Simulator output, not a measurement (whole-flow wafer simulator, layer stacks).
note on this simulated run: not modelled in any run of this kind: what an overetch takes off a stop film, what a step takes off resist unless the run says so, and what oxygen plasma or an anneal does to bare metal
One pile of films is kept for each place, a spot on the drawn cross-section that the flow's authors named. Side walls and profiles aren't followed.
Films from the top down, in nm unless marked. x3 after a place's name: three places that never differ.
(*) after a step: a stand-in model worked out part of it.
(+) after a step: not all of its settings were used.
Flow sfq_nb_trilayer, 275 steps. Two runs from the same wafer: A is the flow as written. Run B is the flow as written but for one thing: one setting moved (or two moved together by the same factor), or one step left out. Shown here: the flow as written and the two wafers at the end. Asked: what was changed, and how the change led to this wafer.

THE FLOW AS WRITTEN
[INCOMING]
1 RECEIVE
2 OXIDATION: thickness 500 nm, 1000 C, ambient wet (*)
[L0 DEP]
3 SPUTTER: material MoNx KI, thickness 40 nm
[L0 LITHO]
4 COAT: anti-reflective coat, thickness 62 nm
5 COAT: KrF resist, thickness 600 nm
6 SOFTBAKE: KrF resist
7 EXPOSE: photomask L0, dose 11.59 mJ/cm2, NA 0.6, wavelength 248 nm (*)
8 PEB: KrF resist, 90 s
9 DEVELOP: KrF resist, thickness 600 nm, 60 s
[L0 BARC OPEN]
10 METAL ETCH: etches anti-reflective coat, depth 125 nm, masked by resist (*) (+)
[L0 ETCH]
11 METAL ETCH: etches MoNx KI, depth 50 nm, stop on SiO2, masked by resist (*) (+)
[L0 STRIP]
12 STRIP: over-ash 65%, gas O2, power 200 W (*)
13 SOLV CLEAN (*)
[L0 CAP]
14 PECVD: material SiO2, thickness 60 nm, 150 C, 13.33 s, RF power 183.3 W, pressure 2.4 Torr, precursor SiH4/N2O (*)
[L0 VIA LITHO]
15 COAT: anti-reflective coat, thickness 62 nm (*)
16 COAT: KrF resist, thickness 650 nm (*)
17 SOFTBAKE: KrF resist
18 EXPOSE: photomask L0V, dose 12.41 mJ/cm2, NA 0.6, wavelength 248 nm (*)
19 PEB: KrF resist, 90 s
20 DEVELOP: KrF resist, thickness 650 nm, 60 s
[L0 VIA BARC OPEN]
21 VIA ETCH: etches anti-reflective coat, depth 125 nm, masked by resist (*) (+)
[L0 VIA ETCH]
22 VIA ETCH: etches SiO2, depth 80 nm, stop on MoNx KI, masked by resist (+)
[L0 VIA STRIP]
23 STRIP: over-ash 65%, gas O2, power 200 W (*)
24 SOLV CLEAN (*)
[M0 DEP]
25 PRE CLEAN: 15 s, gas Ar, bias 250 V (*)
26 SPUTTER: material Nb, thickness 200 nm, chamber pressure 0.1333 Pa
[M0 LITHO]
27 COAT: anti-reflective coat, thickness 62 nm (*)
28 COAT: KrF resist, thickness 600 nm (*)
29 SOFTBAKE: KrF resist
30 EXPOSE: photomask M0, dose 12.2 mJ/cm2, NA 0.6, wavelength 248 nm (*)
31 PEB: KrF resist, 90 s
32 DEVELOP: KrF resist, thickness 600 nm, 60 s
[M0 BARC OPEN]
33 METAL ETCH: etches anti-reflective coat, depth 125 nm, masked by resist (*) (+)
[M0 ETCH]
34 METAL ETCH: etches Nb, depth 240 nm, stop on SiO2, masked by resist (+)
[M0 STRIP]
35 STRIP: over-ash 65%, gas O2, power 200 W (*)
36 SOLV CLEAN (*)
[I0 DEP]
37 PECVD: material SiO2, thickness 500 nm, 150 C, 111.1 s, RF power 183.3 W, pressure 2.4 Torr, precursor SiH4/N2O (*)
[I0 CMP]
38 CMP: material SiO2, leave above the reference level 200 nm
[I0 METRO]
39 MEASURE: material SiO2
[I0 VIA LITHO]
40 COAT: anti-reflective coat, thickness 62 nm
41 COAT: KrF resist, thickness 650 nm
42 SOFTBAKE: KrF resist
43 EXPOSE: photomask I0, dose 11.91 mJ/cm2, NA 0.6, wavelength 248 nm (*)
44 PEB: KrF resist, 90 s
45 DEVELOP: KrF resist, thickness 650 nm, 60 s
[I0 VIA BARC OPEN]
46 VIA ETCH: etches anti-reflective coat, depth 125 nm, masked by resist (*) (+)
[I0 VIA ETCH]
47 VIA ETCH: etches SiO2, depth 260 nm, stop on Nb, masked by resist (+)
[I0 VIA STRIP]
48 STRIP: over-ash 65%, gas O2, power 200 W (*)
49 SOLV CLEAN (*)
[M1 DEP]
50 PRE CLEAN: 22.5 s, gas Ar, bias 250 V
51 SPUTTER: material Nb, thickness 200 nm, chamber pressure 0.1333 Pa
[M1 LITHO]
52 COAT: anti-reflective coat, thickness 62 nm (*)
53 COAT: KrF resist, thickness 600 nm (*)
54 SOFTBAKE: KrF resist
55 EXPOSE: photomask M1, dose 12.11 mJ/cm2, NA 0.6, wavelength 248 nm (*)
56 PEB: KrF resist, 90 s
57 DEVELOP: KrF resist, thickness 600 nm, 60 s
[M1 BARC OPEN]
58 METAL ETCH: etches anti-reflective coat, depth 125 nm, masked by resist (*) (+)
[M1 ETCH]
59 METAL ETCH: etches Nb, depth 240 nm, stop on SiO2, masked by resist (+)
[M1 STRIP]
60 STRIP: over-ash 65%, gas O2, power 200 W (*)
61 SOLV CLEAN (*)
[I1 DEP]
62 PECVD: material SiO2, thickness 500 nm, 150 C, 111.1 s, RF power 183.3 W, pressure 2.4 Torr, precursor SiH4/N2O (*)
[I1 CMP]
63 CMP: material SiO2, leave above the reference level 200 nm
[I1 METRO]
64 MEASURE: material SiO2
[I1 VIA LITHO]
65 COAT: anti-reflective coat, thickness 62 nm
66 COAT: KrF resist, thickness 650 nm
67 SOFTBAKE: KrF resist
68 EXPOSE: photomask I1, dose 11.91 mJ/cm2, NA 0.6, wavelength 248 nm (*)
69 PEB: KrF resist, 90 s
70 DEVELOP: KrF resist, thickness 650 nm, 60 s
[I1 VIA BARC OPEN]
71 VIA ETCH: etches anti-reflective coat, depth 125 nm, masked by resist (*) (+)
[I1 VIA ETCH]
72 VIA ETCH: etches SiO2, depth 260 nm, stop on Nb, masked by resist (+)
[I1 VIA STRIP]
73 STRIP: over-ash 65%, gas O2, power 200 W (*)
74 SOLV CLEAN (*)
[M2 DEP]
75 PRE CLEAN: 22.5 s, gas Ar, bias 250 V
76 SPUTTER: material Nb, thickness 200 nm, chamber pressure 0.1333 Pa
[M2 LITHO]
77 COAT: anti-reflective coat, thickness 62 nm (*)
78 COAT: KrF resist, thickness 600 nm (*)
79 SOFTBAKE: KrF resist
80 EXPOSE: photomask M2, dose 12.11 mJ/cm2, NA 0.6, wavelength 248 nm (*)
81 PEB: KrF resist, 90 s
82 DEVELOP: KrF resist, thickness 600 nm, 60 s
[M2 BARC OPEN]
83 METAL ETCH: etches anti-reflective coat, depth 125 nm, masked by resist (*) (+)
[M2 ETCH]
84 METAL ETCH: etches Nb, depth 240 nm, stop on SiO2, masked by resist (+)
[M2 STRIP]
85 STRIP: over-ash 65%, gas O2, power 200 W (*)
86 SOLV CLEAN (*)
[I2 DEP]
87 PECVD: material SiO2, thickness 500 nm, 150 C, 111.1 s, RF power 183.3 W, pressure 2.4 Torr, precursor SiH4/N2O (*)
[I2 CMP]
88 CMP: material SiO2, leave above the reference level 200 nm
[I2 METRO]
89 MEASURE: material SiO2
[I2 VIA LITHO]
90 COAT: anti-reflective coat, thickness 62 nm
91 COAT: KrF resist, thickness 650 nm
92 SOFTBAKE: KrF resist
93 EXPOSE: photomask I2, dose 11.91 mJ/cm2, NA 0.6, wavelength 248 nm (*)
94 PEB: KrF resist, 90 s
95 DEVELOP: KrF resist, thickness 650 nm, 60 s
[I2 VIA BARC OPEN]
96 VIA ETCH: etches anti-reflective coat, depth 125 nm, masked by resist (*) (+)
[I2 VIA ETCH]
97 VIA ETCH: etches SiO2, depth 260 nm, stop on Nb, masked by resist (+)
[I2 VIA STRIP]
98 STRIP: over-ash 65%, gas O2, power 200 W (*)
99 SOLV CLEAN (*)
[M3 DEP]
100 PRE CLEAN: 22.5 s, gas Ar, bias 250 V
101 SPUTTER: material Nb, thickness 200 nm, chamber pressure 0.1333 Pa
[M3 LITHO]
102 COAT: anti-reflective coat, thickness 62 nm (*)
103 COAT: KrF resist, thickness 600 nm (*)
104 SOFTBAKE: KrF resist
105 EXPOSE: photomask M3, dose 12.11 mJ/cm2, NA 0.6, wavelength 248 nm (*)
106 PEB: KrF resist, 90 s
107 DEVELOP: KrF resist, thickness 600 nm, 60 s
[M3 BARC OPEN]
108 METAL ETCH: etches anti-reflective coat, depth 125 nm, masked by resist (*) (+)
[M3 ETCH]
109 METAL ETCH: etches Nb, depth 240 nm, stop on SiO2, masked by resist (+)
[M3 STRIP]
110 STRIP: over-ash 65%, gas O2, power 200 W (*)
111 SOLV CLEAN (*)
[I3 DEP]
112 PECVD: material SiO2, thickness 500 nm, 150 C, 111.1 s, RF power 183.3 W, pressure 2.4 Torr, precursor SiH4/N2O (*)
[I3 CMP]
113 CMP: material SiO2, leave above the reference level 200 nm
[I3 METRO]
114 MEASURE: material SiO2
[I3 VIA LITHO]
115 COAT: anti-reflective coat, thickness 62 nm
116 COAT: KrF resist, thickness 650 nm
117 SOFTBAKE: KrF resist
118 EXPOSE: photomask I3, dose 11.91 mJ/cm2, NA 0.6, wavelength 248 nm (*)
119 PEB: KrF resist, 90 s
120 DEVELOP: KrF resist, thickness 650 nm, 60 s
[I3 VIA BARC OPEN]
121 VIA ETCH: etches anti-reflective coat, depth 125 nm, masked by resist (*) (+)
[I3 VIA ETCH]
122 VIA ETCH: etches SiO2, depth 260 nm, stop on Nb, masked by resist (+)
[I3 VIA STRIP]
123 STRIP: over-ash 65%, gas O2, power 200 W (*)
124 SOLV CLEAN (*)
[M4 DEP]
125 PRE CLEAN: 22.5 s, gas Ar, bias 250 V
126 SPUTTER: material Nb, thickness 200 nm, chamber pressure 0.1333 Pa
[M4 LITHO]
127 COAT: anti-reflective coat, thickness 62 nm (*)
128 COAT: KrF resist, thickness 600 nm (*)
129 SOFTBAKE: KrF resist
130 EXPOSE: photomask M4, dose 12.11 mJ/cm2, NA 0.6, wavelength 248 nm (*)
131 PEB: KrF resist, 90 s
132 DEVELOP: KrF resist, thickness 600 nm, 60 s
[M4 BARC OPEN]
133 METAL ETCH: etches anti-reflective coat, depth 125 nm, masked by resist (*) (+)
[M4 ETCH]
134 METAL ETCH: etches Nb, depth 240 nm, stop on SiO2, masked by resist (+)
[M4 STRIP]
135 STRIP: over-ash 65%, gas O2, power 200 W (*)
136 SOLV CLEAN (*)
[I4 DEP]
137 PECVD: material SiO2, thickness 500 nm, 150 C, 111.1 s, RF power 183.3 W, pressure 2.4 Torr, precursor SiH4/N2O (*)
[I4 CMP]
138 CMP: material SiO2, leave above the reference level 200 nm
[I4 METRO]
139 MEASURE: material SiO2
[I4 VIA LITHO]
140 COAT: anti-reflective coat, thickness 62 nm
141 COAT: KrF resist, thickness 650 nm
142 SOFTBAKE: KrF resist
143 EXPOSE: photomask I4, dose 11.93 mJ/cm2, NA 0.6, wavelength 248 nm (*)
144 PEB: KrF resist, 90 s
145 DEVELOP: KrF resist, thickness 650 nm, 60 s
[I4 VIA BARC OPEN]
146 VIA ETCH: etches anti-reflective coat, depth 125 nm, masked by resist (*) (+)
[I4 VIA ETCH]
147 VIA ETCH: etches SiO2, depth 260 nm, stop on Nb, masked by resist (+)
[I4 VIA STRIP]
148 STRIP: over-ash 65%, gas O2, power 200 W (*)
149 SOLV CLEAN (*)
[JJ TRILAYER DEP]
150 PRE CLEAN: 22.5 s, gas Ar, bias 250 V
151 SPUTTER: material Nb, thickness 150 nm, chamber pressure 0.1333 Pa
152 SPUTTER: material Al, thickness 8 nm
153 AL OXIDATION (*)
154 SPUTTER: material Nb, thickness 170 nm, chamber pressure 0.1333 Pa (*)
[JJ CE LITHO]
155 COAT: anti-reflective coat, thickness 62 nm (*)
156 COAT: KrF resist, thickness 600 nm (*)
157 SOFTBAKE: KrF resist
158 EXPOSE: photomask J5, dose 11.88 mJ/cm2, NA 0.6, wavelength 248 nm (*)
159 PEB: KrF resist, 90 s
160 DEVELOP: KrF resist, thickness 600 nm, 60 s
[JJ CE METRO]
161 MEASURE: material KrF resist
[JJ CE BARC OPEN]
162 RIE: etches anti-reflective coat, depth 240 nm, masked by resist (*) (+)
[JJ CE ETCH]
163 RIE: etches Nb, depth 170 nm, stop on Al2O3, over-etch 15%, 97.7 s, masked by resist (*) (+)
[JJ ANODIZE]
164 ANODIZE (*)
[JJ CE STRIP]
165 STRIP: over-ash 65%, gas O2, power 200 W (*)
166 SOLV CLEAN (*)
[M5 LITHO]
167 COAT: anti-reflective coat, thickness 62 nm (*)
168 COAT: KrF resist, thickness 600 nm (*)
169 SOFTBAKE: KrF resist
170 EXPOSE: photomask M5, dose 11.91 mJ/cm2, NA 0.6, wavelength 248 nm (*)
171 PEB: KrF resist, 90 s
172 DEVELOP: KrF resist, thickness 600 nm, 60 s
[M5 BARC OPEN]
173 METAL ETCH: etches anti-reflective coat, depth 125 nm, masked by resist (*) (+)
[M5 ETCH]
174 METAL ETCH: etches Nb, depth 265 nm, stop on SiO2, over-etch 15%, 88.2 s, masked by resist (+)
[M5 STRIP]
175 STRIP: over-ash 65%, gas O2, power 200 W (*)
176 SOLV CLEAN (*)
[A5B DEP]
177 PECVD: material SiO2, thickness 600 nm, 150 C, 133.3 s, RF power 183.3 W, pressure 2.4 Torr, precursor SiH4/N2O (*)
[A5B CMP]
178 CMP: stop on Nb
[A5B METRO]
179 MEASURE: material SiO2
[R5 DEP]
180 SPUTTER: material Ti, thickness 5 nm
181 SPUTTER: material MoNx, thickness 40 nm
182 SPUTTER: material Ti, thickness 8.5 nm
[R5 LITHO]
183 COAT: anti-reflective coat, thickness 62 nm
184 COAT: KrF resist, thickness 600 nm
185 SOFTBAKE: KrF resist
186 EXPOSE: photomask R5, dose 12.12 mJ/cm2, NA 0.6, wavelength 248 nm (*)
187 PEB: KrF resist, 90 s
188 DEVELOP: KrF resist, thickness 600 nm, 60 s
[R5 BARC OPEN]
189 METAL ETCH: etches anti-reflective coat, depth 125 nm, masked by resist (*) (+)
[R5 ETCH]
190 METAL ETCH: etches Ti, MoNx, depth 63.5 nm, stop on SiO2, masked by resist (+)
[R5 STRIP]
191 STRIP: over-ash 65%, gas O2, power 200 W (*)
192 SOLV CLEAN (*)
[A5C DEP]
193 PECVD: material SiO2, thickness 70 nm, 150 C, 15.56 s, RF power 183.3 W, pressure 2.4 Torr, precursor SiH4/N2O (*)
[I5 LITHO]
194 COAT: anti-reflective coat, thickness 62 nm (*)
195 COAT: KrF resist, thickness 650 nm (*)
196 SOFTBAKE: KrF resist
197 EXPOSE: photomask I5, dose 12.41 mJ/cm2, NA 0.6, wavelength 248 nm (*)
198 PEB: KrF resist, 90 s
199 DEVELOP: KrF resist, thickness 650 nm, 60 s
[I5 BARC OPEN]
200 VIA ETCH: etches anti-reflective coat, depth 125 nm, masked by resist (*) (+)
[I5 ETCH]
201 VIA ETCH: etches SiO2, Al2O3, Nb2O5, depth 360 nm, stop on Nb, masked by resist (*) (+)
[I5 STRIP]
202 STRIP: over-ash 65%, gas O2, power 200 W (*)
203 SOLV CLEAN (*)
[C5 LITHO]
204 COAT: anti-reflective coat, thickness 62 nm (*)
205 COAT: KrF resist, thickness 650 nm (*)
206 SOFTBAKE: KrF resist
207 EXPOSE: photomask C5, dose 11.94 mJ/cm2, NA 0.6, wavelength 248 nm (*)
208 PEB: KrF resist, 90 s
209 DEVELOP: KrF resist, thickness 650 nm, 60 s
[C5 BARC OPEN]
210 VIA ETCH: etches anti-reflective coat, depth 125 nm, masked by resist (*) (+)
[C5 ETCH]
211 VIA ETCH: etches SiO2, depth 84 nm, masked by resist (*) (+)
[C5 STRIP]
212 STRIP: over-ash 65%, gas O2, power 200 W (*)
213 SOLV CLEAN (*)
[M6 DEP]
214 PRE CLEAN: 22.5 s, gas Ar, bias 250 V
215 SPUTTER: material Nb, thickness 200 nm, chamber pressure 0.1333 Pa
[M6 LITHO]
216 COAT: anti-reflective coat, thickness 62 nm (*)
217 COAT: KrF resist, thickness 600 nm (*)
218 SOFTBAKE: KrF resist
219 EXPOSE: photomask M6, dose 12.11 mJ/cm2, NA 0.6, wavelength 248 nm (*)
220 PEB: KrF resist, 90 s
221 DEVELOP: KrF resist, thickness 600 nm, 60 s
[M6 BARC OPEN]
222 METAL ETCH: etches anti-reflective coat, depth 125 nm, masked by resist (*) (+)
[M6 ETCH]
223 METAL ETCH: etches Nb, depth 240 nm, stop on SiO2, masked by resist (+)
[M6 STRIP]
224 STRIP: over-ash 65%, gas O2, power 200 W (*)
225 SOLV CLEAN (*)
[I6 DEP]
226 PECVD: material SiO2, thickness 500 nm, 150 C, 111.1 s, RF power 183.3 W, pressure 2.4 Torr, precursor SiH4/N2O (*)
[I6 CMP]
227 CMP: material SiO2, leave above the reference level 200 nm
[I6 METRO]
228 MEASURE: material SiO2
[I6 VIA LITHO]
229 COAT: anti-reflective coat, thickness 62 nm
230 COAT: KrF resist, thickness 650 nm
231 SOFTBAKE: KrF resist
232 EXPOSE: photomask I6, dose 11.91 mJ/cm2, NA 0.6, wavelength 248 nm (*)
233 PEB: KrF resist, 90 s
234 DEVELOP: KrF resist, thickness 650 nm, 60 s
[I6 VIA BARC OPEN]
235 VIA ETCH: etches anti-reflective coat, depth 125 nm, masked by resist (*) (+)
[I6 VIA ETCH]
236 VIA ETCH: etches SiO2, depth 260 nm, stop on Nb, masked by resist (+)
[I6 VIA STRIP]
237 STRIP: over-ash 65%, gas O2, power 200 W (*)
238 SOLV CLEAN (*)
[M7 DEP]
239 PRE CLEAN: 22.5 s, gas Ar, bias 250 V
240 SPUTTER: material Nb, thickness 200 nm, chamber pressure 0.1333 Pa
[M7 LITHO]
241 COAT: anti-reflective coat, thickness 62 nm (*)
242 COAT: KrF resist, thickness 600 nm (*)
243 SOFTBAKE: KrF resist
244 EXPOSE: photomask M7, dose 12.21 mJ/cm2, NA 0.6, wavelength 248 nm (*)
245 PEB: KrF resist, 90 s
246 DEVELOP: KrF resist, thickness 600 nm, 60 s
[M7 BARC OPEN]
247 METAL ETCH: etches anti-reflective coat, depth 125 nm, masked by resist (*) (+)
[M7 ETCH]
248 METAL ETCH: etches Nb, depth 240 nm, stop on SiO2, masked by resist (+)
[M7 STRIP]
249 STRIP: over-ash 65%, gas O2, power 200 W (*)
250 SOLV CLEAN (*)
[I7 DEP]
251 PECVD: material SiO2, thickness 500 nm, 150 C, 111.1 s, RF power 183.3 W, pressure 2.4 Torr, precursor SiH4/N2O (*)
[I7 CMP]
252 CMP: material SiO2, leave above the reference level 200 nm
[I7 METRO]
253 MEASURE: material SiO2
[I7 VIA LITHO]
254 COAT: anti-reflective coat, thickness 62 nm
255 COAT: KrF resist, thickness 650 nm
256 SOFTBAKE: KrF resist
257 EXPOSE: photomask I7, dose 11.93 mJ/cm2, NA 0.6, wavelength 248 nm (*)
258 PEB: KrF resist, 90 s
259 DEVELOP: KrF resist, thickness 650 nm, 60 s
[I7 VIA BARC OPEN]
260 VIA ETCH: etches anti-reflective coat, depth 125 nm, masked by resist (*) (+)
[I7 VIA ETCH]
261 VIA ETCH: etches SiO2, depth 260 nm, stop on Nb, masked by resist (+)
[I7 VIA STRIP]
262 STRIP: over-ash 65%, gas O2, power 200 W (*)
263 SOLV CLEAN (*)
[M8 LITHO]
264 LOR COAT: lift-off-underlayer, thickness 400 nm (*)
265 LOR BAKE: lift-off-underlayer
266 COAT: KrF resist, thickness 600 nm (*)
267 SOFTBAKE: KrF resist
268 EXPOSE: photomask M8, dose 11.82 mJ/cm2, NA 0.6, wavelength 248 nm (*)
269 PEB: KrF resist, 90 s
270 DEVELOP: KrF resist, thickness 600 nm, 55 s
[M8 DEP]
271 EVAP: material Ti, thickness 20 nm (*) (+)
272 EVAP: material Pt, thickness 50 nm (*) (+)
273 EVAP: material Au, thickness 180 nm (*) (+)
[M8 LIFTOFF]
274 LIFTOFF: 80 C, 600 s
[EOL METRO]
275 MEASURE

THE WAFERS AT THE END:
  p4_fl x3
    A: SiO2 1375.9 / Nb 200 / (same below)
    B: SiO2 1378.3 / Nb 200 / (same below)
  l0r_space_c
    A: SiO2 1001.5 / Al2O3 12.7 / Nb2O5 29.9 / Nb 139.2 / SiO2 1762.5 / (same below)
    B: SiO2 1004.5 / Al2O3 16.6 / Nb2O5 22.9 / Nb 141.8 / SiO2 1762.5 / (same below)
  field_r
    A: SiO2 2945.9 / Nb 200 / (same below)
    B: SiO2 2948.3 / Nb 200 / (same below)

The cause: step 152, SPUTTER: thickness 10.4 nm was run, where the flow has thickness 8 nm.

How the change led to this, step by step:
  152 SPUTTER: material Al, thickness 8 nm
      field_l, v_sur, via_sp and 100 more: A Al +8 (new film) | B Al +10.4 (new film)
      via_wl, via_wr: A Al +5.14 (new film) | B Al +6.68 (new film)
      (and at 1 more place)
  164 ANODIZE (*)
      field_l, v_sur, via_sp and 96 more: A Al2O3 +12.2, Nb2O5 +29.9 (new film), Al -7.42 (all of it), Nb -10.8 | B Al2O3 +16.2, Nb2O5 +22.9 (new film), Al -9.82 (all of it), Nb -8.23
      via_wl, via_wr: A Al2O3 +7.52 (new film), Nb2O5 +39.2 (new film), Al -4.56 (all of it), Nb -14.1 | B Al2O3 +10.1 (new film), Nb2O5 +34.6 (new film), Al -6.1 (all of it), Nb -12.5
      (and at 1 more place)
  174 METAL ETCH: etches Nb, depth 265 nm, stop on SiO2, over-etch 15%, 88.2 s, masked by resist (+)
      field_l, r_sur, res and 50 more: A Al2O3 -12.6 (all of it), Nb2O5 -29.9 (all of it), Nb -139.2 (all of it), SiO2 -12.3 | B Al2O3 -16.6 (all of it), Nb2O5 -22.9 (all of it), Nb -141.8 (all of it), SiO2 -12.4
  201 VIA ETCH: etches SiO2, Al2O3, Nb2O5, depth 360 nm, stop on Nb, masked by resist (*) (+)
      be: A SiO2 -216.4 (all of it), Al2O3 -12.7 (all of it), Nb2O5 -29.9 (all of it) | B SiO2 -219.3 (all of it), Al2O3 -16.6 (all of it), Nb2O5 -22.9 (all of it)
